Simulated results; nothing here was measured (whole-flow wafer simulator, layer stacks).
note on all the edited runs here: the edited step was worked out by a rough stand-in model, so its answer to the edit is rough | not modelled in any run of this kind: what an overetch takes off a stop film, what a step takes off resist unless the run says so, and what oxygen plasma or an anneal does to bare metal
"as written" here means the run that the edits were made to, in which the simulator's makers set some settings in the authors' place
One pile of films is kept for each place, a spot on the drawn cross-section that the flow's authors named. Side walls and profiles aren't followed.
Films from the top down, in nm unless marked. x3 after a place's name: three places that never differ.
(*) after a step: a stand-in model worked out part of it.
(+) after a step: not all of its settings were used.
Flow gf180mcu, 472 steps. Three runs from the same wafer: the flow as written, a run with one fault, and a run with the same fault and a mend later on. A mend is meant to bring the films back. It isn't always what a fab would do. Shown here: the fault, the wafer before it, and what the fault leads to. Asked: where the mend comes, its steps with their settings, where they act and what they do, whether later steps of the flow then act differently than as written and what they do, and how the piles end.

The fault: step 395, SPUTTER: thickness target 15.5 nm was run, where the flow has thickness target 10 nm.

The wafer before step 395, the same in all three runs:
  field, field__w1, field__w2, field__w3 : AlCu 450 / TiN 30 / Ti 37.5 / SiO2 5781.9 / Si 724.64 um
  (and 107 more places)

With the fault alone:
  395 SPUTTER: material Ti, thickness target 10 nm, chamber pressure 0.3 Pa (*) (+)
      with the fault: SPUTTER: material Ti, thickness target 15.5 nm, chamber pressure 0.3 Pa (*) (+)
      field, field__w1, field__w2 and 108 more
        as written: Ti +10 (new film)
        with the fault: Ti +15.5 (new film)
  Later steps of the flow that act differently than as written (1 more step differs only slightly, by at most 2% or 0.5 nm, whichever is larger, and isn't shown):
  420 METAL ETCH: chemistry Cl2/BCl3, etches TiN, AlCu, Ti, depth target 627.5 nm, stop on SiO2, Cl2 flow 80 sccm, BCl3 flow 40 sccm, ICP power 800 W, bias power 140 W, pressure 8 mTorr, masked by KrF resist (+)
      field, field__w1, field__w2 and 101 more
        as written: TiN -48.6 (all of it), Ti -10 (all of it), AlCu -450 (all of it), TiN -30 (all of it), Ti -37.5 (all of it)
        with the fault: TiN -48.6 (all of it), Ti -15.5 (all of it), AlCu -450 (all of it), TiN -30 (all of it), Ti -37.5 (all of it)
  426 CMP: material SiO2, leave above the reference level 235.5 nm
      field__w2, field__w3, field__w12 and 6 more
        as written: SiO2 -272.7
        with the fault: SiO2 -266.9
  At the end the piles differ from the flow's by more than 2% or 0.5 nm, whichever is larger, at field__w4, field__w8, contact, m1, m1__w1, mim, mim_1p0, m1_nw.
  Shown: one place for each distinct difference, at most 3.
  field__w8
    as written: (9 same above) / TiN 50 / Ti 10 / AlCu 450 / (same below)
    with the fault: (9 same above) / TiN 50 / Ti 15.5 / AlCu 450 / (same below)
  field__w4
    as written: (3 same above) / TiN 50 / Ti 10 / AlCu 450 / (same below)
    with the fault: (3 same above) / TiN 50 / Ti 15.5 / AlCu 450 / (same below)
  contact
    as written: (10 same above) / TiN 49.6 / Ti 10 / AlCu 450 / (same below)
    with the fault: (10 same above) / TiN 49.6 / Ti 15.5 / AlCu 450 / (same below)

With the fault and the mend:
  The mend comes after step 395.
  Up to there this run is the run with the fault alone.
  395a METAL ETCH: chemistry Cl2/BCl3, etches TiN, AlCu, Ti, depth target 5.5 nm, Cl2 flow 80 sccm, BCl3 flow 40 sccm, ICP power 800 W, bias power 140 W, pressure 8 mTorr (the flow's step 260 once more, with other settings)
      field, field__w1, field__w2 and 108 more
        Ti -5.5
  No later step of the flow acts differently than as written at any place that is followed.
  At the end the piles are the same as the flow's at every place that both follow.
